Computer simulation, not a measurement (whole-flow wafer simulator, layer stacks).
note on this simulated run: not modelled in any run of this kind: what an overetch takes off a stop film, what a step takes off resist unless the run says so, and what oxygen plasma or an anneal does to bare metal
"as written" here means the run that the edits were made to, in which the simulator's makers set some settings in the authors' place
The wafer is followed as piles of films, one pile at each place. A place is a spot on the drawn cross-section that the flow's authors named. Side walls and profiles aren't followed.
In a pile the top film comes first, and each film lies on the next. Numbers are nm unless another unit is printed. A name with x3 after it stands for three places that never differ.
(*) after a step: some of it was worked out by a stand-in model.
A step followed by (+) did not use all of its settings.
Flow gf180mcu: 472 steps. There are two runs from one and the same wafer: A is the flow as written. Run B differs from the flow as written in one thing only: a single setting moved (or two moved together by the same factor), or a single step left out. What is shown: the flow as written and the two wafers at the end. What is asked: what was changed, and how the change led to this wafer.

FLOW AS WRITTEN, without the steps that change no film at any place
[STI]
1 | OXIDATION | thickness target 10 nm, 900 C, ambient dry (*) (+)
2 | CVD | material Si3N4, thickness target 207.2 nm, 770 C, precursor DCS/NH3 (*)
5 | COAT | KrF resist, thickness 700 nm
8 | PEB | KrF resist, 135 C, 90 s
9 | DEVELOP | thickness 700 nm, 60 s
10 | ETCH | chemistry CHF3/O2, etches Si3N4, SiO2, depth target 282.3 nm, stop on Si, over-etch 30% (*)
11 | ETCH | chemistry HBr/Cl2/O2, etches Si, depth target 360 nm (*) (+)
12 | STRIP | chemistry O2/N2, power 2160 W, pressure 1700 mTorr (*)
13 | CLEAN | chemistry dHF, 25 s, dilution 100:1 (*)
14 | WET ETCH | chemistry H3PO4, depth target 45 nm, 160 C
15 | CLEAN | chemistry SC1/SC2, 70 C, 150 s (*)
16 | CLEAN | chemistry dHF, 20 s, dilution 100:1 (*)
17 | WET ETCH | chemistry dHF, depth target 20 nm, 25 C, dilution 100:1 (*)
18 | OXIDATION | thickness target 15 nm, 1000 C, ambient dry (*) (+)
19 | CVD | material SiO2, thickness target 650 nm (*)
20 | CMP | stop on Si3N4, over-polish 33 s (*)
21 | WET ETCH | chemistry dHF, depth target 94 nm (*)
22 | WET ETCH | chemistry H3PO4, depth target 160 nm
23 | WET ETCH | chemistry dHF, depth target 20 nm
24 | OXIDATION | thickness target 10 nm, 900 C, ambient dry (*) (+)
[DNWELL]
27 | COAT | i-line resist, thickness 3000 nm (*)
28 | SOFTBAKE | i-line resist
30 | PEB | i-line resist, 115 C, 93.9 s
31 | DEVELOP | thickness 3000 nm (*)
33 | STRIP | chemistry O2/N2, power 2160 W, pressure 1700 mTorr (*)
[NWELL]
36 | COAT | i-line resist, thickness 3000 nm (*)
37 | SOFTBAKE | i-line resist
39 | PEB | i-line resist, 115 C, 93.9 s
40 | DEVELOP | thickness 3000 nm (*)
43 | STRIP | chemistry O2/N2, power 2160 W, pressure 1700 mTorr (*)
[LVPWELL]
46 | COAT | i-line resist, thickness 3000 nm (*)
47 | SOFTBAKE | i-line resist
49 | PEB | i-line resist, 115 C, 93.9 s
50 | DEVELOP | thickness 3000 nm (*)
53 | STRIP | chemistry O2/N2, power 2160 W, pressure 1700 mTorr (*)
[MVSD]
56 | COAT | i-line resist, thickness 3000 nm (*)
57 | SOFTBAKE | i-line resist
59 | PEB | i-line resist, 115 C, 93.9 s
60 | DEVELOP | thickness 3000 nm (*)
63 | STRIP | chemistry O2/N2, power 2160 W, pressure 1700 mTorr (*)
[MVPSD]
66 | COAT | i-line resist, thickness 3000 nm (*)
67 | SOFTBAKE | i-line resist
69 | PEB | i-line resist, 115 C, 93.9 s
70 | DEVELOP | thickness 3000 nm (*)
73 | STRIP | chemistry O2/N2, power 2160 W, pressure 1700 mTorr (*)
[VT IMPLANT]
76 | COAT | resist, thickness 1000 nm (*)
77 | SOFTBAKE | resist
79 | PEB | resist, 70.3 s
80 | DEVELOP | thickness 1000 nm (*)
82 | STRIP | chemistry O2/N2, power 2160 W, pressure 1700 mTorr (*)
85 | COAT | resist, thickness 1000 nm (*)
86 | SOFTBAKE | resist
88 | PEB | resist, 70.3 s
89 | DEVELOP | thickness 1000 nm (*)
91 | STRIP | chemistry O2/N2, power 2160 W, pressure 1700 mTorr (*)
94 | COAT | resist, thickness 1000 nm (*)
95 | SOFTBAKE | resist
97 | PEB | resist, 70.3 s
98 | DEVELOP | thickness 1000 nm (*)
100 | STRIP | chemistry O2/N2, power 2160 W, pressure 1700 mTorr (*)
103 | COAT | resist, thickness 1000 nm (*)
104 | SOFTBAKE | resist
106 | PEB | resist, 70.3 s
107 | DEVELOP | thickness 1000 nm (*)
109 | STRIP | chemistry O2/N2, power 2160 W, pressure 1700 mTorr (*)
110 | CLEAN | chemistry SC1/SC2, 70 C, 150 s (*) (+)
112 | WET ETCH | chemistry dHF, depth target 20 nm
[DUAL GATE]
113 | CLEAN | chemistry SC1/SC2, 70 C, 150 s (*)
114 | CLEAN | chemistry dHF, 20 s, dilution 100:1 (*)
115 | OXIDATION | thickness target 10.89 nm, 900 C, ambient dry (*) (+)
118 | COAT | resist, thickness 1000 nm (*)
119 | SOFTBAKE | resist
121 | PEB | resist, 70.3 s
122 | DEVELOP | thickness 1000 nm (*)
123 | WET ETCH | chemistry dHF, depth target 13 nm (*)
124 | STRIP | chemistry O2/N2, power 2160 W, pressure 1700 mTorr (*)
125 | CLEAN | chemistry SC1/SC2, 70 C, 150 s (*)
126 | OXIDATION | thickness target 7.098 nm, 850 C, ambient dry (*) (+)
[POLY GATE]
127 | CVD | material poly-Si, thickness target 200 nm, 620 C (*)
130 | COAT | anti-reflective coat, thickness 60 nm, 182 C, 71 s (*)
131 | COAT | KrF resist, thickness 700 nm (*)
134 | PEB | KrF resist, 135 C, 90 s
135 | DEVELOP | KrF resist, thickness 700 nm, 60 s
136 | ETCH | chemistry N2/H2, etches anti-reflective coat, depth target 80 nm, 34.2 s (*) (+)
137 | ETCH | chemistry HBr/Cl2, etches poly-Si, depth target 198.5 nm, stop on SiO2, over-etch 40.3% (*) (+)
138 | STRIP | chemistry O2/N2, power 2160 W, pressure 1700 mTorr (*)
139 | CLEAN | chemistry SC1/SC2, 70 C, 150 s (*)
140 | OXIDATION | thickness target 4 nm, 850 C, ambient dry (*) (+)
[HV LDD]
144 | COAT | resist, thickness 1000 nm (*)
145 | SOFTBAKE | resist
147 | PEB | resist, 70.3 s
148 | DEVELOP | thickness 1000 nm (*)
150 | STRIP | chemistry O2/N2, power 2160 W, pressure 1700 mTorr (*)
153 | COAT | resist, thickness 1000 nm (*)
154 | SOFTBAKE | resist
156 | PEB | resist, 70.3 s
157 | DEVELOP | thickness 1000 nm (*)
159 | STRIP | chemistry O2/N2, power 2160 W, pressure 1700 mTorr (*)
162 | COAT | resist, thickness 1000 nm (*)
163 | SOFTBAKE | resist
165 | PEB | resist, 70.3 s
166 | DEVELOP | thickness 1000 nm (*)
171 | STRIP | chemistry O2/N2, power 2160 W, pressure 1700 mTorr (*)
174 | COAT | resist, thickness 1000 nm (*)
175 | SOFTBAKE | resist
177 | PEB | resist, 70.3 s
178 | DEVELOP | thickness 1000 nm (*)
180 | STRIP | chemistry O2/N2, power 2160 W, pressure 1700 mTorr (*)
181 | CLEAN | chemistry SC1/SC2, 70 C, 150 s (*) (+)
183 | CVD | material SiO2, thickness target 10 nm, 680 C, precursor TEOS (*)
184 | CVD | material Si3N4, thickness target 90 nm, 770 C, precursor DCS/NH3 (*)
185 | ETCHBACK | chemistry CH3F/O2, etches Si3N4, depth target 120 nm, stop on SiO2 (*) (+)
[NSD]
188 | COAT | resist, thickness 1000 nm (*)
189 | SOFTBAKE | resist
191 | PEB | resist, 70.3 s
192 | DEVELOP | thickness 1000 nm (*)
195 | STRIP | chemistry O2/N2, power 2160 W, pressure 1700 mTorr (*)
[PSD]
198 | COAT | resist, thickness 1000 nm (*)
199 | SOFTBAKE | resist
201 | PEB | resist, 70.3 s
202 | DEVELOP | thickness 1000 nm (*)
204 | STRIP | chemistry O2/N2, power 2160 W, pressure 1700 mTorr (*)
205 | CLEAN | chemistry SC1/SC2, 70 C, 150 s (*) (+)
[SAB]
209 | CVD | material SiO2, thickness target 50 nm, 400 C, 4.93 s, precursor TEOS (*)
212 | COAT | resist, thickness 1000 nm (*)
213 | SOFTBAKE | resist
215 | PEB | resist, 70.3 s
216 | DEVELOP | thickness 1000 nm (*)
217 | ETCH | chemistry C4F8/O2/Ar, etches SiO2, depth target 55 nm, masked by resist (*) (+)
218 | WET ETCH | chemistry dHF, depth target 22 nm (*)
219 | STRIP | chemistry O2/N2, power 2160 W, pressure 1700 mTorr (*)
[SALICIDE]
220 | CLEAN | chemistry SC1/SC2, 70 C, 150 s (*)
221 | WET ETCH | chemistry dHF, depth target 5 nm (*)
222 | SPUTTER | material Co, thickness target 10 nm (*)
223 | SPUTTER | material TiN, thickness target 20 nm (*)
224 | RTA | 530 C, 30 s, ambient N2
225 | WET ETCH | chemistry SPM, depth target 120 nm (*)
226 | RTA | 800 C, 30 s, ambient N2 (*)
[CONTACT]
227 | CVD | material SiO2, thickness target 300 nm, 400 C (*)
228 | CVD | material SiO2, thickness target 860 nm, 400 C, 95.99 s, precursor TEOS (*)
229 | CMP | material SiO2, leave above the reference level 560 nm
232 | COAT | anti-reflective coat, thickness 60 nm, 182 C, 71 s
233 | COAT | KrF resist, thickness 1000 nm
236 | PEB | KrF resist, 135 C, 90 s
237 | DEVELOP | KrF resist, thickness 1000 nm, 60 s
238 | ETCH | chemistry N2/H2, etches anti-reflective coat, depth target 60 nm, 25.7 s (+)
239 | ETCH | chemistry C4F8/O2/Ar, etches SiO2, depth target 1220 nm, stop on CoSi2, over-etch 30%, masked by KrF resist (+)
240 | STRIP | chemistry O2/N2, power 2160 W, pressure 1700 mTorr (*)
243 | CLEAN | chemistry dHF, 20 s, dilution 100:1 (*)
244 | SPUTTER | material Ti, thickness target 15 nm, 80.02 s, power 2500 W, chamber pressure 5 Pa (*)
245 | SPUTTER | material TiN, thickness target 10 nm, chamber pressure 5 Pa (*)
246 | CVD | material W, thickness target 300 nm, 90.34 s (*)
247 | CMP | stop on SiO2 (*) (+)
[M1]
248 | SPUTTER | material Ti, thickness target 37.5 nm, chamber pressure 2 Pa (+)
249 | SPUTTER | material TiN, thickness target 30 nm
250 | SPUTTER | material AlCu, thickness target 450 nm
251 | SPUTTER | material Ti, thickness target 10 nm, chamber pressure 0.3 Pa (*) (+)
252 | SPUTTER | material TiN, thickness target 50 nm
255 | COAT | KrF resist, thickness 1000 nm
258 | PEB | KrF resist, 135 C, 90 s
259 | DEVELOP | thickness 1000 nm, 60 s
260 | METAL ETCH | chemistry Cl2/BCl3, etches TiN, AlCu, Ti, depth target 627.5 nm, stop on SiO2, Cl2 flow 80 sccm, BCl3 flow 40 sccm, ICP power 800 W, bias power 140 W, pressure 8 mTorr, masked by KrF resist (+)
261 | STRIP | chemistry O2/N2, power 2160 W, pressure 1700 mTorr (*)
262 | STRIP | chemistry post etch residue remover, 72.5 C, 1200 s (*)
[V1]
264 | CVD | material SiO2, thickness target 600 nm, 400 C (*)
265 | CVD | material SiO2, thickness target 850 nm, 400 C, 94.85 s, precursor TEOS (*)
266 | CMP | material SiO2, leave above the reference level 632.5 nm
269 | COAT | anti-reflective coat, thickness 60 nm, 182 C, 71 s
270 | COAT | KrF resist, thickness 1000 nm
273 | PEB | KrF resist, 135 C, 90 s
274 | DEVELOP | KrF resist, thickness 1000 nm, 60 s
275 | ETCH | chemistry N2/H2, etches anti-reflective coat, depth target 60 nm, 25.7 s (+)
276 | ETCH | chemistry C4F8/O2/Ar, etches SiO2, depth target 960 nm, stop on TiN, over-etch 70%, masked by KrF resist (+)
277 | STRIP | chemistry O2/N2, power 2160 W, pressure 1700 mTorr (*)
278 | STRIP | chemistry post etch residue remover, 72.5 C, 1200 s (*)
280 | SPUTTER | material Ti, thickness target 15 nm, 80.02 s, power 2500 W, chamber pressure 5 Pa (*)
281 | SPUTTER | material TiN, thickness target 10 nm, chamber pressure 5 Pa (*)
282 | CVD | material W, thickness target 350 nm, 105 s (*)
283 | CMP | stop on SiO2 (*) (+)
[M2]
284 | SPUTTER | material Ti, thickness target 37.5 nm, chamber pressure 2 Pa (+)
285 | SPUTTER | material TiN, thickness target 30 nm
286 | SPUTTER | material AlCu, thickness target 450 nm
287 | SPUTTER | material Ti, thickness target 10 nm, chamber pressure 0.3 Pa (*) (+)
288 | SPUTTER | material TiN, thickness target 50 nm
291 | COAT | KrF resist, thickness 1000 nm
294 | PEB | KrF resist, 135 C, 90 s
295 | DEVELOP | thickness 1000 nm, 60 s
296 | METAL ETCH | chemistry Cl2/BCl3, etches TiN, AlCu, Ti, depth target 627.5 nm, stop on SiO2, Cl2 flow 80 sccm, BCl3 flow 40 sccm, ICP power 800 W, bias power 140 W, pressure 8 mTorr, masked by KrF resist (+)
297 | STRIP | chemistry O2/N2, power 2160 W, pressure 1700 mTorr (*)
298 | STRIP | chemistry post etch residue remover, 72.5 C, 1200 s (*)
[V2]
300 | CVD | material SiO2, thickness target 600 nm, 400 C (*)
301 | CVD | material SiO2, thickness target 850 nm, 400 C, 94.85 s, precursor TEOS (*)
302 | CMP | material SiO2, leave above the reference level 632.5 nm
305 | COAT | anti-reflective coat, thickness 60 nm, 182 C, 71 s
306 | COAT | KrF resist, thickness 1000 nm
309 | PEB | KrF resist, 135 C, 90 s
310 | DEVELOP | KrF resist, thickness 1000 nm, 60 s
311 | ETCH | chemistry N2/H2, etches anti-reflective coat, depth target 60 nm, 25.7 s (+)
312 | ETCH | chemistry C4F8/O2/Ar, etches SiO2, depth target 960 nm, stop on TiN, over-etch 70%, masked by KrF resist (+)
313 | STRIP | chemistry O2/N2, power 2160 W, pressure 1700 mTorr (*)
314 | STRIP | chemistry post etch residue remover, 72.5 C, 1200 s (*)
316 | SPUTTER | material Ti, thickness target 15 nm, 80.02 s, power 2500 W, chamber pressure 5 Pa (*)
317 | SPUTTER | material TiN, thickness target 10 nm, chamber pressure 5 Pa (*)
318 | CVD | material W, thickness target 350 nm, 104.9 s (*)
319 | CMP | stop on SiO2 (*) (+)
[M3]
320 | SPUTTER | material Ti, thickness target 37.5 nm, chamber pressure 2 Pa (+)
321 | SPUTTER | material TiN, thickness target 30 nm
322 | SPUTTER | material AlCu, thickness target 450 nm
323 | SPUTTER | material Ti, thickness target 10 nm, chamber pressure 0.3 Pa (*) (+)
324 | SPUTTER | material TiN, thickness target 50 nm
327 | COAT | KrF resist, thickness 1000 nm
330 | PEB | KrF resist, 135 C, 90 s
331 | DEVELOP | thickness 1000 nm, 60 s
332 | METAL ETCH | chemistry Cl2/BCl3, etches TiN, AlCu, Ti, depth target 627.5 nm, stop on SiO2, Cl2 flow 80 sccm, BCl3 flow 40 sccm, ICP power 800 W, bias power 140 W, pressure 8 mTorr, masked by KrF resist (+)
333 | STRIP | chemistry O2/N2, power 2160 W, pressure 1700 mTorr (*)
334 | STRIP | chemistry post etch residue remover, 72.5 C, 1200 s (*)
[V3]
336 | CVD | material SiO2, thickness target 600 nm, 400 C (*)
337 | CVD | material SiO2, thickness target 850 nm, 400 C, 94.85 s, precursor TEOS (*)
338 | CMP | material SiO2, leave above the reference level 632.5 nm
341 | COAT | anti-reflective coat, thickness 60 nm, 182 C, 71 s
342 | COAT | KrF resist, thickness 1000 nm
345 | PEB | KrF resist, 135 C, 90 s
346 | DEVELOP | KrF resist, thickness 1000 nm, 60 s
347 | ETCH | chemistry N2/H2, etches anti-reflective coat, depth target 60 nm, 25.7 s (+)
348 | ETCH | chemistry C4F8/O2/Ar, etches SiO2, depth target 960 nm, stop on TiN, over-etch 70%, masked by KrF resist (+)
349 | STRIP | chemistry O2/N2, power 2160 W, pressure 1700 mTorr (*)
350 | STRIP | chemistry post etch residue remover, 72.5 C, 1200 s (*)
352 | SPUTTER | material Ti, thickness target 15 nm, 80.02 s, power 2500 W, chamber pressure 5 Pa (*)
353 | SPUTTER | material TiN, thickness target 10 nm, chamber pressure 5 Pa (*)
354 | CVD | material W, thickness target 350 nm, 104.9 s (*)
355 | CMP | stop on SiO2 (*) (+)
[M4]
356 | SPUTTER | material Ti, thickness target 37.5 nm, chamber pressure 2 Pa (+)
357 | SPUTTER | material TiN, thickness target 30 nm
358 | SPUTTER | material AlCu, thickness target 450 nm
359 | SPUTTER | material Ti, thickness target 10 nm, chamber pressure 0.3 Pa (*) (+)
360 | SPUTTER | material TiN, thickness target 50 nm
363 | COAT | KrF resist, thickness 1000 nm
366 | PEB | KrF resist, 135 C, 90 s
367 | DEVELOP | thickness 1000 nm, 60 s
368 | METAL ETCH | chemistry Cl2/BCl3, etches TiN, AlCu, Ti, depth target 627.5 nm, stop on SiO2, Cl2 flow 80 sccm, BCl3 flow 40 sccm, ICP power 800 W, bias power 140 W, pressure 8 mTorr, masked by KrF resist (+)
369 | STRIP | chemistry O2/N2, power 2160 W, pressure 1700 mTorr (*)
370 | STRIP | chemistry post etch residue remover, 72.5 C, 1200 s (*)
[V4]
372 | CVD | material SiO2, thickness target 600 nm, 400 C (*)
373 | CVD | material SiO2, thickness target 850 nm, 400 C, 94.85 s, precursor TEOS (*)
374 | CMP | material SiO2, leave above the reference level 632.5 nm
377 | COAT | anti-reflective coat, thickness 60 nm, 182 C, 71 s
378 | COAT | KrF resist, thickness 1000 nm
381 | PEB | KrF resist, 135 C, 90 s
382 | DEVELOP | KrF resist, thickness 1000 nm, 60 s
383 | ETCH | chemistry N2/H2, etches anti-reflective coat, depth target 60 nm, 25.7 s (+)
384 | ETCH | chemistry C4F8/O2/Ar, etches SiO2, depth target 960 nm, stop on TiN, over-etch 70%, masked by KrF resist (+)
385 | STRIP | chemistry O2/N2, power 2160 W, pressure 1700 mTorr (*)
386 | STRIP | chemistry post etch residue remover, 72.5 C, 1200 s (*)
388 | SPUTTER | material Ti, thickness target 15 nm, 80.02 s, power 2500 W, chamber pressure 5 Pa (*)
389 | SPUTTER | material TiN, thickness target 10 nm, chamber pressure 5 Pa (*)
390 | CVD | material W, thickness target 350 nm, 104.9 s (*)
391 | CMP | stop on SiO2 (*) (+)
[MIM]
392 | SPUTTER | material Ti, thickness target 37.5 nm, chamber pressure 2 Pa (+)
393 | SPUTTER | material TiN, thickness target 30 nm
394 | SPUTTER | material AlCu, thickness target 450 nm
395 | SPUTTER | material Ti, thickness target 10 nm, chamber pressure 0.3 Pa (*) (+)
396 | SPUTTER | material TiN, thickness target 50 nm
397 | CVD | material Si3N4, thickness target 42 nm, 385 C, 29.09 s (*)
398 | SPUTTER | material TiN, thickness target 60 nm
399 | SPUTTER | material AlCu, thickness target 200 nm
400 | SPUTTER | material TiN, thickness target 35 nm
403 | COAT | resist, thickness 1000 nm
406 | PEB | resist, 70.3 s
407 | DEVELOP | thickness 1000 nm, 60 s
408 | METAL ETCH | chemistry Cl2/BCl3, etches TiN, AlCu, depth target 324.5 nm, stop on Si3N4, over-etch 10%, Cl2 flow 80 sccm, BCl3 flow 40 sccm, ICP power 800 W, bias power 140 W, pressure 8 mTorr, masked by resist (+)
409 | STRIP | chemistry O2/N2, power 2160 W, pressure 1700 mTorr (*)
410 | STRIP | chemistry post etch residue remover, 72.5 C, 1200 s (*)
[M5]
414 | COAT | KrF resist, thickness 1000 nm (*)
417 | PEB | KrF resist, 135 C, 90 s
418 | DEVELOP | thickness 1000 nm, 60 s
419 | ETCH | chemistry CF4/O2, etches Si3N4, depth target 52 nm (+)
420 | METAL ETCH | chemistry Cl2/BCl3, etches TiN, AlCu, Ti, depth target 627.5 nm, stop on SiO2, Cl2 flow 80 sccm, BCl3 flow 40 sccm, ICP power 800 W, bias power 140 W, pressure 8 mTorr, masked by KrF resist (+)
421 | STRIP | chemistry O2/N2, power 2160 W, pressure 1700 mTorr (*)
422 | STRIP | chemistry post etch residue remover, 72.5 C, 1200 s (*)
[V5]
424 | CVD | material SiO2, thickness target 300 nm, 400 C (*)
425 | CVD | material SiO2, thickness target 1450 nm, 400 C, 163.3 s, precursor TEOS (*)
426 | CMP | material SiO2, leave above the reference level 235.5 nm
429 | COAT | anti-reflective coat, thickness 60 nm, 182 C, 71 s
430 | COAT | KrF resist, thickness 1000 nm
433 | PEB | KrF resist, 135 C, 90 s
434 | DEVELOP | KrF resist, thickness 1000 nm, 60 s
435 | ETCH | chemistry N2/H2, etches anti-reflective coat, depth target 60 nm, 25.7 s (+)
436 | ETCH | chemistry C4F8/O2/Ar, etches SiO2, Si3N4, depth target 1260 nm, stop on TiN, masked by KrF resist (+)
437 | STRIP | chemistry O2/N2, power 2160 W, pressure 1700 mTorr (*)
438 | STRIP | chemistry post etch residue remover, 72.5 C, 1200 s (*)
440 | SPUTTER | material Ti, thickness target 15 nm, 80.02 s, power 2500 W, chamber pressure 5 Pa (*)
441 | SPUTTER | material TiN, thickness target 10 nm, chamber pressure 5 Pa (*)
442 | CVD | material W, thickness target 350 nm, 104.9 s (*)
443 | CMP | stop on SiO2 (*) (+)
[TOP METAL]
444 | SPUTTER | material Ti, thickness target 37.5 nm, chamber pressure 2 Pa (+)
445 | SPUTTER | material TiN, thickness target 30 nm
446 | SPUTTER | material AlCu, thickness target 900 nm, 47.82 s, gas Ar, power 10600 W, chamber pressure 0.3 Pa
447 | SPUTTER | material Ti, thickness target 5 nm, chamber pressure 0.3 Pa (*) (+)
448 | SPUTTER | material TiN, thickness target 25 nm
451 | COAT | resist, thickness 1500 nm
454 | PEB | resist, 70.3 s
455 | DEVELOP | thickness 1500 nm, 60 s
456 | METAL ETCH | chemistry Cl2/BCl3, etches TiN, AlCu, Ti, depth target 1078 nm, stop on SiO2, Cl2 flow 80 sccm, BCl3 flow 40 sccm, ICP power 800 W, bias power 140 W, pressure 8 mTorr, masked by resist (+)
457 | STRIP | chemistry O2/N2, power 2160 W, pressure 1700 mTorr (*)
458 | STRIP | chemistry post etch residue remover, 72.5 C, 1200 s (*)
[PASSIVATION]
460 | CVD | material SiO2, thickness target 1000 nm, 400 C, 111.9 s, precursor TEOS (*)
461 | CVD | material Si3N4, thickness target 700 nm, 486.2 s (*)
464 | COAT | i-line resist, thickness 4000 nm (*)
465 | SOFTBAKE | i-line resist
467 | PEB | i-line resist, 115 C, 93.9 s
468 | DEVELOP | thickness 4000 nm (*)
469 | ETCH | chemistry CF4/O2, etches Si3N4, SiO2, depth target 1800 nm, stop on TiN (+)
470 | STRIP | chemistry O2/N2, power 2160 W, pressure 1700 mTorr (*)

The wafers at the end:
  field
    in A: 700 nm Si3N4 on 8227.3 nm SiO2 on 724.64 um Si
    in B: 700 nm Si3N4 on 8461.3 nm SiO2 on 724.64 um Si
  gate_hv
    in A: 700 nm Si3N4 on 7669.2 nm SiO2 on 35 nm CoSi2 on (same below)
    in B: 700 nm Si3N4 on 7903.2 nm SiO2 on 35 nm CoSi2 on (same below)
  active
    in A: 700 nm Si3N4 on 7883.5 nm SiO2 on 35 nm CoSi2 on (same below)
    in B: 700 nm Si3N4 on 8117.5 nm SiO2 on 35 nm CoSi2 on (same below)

Cause: step 266, CMP: leave above the reference level 866.5 nm was run, though the flow has leave above the reference level 632.5 nm.

Step by step, how the change led to this:
  266 | CMP | material SiO2, leave above the reference level 632.5 nm
      field, field__w1, field__w2 and 99 more: A SiO2 loses 300 | B SiO2 loses 66
      field__w8, contact, m1 and 6 more: A SiO2 loses 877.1 | B SiO2 loses 643.1
  276 | ETCH | chemistry C4F8/O2/Ar, etches SiO2, depth target 960 nm, stop on TiN, over-etch 70%, masked by KrF resist (+)
      contact: A SiO2 loses 572.5 (all of it) | B SiO2 loses 806.5 (all of it)
  280 | SPUTTER | material Ti, thickness target 15 nm, 80.02 s, power 2500 W, chamber pressure 5 Pa (*)
      contact: A Ti gains 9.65 (new film) | B Ti gains 8.43 (new film)
  281 | SPUTTER | material TiN, thickness target 10 nm, chamber pressure 5 Pa (*)
      contact: A TiN gains 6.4 (new film) | B TiN gains 5.59 (new film)
  282 | CVD | material W, thickness target 350 nm, 105 s (*)
      contact: A W gains 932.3 (new film) | B W gains 1168.3 (new film)
